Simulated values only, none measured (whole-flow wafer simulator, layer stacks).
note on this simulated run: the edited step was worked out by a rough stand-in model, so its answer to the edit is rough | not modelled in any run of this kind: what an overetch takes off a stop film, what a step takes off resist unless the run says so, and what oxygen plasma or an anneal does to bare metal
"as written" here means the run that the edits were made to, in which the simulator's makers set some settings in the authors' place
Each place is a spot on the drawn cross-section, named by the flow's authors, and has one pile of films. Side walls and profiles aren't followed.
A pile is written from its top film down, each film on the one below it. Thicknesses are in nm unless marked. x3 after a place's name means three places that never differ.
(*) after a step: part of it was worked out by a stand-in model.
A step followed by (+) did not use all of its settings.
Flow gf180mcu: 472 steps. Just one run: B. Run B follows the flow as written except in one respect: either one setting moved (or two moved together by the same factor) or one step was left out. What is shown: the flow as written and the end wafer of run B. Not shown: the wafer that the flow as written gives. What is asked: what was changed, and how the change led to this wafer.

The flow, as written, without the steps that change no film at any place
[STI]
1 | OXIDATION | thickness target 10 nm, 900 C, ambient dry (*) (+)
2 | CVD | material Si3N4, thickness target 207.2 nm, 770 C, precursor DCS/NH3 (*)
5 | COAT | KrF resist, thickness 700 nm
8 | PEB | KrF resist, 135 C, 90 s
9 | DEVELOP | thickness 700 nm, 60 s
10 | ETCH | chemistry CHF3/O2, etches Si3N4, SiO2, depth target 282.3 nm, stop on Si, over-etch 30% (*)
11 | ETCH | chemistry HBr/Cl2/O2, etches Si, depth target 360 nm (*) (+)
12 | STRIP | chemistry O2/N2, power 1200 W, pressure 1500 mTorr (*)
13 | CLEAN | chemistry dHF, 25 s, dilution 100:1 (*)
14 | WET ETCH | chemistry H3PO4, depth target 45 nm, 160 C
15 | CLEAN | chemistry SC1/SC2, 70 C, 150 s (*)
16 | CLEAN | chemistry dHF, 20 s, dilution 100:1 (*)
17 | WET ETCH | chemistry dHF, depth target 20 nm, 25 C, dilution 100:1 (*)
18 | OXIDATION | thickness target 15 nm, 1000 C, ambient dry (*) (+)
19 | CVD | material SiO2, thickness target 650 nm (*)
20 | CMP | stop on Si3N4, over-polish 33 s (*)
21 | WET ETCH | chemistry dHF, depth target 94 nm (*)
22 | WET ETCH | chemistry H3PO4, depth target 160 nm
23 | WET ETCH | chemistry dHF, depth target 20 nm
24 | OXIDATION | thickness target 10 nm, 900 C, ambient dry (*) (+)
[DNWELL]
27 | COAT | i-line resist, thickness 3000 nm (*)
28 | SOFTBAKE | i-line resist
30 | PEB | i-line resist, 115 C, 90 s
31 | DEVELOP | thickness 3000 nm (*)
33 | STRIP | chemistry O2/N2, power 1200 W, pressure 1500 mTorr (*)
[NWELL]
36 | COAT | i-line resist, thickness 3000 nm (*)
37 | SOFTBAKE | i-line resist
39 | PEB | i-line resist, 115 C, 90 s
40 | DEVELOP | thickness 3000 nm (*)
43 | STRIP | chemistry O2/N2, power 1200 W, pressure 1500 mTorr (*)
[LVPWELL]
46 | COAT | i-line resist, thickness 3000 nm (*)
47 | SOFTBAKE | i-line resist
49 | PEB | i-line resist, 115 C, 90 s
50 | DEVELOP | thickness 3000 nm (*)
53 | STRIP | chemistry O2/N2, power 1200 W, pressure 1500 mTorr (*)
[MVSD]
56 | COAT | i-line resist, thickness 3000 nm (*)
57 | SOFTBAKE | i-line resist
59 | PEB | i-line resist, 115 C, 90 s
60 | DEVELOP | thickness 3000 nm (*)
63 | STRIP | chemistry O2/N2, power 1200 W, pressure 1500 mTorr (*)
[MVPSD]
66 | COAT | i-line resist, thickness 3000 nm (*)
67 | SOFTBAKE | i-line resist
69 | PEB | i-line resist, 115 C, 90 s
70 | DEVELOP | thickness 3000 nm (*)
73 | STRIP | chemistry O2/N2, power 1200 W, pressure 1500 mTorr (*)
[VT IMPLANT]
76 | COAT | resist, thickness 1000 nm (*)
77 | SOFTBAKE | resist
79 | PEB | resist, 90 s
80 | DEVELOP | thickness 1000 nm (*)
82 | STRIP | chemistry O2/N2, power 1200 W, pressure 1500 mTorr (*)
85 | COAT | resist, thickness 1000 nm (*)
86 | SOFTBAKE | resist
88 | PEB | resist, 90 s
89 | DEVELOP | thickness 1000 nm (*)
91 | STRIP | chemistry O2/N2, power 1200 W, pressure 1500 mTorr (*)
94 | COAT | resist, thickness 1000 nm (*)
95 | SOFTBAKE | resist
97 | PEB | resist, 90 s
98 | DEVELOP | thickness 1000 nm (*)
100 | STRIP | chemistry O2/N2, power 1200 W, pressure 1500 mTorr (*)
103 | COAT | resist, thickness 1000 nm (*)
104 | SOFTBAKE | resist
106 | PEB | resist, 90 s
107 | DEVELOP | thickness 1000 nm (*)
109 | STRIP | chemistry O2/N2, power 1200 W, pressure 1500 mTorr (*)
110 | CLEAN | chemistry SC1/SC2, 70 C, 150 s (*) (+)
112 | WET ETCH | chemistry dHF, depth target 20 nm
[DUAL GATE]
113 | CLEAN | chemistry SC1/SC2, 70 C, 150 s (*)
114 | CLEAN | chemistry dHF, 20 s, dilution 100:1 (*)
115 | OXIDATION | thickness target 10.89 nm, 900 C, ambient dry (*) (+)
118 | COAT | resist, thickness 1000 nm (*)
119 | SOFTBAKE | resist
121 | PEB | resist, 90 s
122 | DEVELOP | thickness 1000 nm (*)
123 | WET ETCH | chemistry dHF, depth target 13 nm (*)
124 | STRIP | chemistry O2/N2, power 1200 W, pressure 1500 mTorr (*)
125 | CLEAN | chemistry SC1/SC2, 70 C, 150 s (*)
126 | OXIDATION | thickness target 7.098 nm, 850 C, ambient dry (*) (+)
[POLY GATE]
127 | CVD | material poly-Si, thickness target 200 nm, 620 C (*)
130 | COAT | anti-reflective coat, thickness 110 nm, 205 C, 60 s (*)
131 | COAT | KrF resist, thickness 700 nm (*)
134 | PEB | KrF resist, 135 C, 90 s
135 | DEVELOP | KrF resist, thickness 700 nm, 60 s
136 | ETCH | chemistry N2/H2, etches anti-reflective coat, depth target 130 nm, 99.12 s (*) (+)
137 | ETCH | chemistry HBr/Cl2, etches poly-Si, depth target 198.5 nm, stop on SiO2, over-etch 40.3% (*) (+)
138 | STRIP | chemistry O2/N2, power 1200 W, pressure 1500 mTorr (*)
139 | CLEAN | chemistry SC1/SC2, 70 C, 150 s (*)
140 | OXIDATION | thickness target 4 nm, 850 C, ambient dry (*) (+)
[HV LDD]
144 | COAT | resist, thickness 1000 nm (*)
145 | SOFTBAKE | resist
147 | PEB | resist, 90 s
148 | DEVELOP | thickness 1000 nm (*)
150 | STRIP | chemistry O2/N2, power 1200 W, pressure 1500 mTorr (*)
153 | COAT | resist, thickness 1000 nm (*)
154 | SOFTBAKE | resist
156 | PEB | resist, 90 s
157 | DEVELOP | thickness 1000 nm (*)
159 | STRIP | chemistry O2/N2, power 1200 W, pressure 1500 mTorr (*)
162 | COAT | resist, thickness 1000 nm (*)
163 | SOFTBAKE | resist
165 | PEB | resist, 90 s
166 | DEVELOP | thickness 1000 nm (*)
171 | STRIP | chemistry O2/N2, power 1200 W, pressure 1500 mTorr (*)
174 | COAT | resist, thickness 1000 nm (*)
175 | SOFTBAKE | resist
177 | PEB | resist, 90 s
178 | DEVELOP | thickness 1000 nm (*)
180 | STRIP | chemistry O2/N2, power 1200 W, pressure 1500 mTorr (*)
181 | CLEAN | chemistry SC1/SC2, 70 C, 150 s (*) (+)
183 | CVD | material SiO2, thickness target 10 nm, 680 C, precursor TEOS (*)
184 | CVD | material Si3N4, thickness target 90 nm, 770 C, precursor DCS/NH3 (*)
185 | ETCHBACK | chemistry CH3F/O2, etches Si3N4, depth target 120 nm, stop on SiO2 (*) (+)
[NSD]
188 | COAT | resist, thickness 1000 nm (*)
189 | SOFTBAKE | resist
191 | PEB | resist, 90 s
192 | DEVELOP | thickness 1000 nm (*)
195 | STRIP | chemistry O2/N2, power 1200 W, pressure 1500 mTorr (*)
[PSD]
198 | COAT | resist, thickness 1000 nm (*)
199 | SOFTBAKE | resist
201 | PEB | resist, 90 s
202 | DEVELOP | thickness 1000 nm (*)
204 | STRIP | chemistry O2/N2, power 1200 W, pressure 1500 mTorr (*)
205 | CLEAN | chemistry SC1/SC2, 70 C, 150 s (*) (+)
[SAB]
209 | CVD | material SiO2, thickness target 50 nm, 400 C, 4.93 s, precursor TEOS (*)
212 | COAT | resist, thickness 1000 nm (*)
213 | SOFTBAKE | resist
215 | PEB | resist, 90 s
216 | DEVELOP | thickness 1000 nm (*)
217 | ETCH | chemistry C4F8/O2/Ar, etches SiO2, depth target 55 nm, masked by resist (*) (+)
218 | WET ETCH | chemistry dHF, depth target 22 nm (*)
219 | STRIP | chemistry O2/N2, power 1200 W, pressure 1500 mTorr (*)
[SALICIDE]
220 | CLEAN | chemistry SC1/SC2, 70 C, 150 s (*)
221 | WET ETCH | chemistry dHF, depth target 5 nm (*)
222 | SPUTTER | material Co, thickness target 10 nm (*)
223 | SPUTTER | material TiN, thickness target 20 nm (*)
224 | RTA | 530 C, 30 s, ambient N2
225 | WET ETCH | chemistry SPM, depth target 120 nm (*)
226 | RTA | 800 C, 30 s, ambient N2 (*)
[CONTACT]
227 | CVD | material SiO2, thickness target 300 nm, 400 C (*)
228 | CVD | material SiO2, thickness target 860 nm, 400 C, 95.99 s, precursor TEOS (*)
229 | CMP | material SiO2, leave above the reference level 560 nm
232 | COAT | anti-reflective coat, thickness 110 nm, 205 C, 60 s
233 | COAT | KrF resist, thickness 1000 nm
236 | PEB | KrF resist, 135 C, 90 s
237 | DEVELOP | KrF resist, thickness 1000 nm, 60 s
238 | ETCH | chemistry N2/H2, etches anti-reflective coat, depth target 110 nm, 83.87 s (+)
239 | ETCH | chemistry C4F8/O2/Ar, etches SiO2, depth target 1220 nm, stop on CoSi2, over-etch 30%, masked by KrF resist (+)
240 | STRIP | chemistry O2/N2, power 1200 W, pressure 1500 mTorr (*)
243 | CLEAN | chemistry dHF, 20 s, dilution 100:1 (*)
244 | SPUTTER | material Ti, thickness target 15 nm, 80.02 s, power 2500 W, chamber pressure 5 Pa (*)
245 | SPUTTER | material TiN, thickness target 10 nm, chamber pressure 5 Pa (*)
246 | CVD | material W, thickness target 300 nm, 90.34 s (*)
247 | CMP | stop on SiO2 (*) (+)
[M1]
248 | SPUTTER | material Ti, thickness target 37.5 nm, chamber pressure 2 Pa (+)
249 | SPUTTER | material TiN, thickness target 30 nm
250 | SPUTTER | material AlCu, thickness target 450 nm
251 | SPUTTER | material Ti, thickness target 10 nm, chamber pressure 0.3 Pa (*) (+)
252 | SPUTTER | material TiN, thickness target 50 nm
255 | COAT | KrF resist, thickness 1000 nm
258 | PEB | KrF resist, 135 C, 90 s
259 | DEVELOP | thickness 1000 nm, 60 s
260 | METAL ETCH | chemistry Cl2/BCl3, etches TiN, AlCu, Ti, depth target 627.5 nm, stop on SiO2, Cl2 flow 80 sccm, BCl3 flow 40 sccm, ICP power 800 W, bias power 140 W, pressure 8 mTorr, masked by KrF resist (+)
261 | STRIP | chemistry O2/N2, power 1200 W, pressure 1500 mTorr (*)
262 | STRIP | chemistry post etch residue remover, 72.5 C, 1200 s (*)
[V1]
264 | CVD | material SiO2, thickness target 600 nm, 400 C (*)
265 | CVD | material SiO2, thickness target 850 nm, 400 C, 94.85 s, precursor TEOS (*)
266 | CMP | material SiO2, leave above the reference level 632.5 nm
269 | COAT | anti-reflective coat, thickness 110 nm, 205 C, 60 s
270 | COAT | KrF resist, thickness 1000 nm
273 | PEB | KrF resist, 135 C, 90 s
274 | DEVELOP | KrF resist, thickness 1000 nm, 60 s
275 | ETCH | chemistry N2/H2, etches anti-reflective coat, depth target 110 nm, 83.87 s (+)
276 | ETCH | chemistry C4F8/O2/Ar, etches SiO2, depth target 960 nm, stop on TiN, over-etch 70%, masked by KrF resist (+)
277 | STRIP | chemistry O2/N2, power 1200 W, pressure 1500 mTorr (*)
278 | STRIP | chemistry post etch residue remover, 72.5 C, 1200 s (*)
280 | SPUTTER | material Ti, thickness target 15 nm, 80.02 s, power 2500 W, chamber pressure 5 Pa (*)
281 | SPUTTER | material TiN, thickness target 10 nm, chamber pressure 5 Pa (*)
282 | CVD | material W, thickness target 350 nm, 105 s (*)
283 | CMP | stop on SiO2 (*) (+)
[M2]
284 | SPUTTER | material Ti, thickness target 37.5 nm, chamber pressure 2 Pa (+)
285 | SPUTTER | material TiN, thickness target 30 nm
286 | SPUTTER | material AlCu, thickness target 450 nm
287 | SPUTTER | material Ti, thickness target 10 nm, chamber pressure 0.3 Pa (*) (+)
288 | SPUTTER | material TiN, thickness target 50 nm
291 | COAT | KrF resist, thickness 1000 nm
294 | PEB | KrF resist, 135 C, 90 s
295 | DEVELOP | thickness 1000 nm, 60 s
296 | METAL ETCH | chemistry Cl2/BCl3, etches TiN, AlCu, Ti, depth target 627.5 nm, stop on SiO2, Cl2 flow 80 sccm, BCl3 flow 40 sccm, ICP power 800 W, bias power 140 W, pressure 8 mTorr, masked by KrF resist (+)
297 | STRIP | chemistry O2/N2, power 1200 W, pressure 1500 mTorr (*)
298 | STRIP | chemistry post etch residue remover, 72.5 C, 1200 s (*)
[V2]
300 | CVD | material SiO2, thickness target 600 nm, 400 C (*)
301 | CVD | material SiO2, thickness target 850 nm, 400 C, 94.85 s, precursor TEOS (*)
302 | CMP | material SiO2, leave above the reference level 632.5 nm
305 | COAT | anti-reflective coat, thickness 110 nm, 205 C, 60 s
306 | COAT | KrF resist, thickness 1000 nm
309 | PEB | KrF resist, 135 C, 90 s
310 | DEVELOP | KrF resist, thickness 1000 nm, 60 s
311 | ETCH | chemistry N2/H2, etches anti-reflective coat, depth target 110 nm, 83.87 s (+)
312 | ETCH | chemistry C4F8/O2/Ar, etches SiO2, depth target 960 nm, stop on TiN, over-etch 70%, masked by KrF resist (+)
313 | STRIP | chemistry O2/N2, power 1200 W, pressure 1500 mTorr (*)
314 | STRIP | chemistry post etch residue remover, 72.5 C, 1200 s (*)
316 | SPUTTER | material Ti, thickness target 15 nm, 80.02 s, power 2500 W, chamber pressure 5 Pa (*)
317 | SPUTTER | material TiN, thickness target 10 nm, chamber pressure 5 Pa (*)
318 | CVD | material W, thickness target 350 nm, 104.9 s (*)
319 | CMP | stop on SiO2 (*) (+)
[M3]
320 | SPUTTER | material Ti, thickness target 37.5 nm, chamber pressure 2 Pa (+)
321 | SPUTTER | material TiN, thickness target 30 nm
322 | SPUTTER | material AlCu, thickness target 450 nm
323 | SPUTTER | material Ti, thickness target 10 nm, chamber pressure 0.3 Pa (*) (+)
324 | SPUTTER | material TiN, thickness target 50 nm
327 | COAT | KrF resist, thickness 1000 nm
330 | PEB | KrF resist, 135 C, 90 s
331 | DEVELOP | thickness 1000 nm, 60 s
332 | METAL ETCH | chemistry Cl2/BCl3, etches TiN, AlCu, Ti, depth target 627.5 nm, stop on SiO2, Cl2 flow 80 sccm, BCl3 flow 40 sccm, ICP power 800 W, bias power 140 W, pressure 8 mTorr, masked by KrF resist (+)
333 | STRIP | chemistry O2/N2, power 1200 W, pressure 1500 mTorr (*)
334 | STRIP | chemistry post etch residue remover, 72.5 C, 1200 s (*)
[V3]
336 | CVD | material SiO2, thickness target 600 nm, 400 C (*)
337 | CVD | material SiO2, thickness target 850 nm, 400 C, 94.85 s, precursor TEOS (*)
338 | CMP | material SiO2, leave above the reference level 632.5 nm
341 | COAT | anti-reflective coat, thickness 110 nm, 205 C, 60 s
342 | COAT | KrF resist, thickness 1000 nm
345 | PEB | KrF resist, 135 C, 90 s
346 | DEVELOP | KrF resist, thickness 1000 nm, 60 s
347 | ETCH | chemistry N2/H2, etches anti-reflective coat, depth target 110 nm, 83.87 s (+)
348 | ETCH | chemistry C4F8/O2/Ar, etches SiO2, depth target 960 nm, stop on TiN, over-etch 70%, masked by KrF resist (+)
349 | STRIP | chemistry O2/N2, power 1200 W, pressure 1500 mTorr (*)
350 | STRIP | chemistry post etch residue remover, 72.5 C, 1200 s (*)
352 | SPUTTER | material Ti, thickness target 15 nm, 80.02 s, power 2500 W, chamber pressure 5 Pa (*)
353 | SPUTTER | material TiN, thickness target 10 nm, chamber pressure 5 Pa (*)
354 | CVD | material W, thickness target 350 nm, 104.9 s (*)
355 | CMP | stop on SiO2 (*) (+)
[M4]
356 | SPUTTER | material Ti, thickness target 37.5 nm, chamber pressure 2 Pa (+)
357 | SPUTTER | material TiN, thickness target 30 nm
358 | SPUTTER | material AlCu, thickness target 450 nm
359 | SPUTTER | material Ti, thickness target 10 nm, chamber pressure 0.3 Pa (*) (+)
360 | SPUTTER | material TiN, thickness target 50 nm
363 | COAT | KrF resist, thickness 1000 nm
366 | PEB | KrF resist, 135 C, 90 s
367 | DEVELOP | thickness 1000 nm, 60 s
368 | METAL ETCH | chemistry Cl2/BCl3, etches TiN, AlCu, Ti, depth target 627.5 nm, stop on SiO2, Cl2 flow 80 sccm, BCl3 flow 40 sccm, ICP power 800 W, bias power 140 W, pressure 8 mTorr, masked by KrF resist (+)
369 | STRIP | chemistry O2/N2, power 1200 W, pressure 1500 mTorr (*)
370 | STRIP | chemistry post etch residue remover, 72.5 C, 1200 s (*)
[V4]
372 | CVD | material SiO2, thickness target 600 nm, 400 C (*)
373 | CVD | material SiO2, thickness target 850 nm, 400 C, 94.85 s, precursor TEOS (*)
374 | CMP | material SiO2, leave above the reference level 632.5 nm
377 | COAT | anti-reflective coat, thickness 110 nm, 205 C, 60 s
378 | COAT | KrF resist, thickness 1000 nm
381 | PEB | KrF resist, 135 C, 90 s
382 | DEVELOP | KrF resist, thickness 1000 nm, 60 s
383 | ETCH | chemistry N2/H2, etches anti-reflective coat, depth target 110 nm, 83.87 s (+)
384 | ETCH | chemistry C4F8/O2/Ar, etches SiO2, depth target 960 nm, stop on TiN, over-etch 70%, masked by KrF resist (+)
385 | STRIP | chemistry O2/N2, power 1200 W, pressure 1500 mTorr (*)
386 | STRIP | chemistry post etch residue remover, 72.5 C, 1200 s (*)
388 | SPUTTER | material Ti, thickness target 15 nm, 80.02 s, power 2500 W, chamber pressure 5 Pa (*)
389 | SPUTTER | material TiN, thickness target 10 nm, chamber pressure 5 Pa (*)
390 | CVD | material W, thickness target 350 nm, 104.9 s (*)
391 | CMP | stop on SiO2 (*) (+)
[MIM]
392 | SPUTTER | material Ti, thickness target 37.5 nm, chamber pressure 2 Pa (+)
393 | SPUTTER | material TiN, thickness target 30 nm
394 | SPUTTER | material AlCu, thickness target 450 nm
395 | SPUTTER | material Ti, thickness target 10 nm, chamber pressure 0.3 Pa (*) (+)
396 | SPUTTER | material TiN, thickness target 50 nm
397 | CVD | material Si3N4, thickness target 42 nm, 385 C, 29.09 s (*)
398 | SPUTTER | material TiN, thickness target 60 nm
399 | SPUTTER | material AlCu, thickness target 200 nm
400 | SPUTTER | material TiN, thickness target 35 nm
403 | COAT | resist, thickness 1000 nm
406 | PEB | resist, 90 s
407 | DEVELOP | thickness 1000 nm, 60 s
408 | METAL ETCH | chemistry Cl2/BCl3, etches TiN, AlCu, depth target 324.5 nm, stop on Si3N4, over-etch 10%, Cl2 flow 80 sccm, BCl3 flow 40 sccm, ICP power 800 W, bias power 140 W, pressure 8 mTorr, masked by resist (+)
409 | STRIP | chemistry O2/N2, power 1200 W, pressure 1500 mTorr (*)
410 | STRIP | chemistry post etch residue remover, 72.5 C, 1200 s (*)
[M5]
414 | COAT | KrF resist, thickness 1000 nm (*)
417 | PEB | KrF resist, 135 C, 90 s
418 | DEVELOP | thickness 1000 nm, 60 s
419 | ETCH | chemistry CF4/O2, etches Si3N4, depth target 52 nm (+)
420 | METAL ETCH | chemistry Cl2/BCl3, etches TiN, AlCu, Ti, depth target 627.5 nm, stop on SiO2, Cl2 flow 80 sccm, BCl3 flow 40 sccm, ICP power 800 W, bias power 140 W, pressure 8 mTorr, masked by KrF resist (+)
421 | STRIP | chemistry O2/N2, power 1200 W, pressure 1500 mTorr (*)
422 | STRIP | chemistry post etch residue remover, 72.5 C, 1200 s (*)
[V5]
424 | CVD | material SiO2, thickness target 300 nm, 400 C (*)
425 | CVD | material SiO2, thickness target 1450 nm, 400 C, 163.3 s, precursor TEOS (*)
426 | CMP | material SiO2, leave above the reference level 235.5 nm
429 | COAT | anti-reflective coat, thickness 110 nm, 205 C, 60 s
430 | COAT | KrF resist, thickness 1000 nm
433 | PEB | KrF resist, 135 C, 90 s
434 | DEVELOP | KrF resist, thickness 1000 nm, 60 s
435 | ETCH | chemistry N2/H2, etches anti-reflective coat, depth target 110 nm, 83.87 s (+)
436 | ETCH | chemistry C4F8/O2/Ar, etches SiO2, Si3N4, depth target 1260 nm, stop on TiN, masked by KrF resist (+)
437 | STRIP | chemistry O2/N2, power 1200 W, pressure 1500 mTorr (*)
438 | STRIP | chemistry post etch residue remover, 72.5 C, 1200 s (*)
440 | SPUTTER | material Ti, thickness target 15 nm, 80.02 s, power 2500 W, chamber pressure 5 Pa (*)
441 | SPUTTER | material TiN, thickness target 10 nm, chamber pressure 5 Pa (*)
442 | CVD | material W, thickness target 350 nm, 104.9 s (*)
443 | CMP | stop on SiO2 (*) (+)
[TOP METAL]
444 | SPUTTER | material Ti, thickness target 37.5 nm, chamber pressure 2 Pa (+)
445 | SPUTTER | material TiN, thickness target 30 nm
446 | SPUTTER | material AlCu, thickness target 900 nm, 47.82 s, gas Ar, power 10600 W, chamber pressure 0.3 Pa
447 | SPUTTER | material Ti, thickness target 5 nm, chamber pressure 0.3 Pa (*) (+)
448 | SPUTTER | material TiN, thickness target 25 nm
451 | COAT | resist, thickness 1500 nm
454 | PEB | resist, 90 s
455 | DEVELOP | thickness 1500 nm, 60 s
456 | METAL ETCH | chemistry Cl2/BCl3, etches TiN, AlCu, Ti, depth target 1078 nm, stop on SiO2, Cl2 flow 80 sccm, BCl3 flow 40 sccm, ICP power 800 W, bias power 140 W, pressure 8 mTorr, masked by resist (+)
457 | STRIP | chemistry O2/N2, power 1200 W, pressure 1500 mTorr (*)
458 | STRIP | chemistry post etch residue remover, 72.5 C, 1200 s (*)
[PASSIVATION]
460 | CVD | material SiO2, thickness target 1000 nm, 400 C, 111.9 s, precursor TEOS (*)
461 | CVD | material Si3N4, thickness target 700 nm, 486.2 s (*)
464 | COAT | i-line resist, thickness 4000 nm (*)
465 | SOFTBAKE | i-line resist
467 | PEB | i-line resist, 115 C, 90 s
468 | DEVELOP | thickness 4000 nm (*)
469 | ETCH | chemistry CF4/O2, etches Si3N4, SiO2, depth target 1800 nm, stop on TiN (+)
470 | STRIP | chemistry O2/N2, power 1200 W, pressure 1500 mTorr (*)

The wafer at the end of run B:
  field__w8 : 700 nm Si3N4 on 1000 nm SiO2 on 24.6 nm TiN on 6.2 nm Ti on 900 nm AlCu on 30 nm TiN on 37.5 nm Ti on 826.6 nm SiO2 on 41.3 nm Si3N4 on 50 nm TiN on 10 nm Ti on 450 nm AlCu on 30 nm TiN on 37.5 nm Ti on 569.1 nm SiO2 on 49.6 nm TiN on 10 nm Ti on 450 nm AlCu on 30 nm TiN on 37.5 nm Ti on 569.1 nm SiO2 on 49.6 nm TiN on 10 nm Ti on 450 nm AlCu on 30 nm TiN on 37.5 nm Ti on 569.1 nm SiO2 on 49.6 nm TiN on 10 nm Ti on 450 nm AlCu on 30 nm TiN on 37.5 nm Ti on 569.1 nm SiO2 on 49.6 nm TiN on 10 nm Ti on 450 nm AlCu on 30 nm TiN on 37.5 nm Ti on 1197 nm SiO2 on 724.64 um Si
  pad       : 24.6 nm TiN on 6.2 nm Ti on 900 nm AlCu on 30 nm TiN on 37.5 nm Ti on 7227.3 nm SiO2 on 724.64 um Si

The reason: step 447, SPUTTER: thickness target 6.2 nm was run, whereas the flow has thickness target 5 nm.
One can read it off the wafer: field__w8 has Ti 6.2, and step 447 as written asks for 5 nm.

Step by step, how the change led to this:
  447 | SPUTTER | material Ti, thickness target 5 nm, chamber pressure 0.3 Pa (*) (+)
      field, field__w1, field__w2 and 109 more: Ti gains 6.2 (new film) (as written it would have been: Ti gains 5 (new film))
  456 | METAL ETCH | chemistry Cl2/BCl3, etches TiN, AlCu, Ti, depth target 1078 nm, stop on SiO2, Cl2 flow 80 sccm, BCl3 flow 40 sccm, ICP power 800 W, bias power 140 W, pressure 8 mTorr, masked by resist (+)
      field, field__w1, field__w2 and 103 more: TiN loses 25 (all of it), Ti loses 6.2 (all of it), AlCu loses 900 (all of it), TiN loses 30 (all of it), Ti loses 37.5 (all of it) (as written it would have been: TiN loses 25 (all of it), Ti loses 5 (all of it), AlCu loses 900 (all of it), TiN loses 30 (all of it), Ti loses 37.5 (all of it))
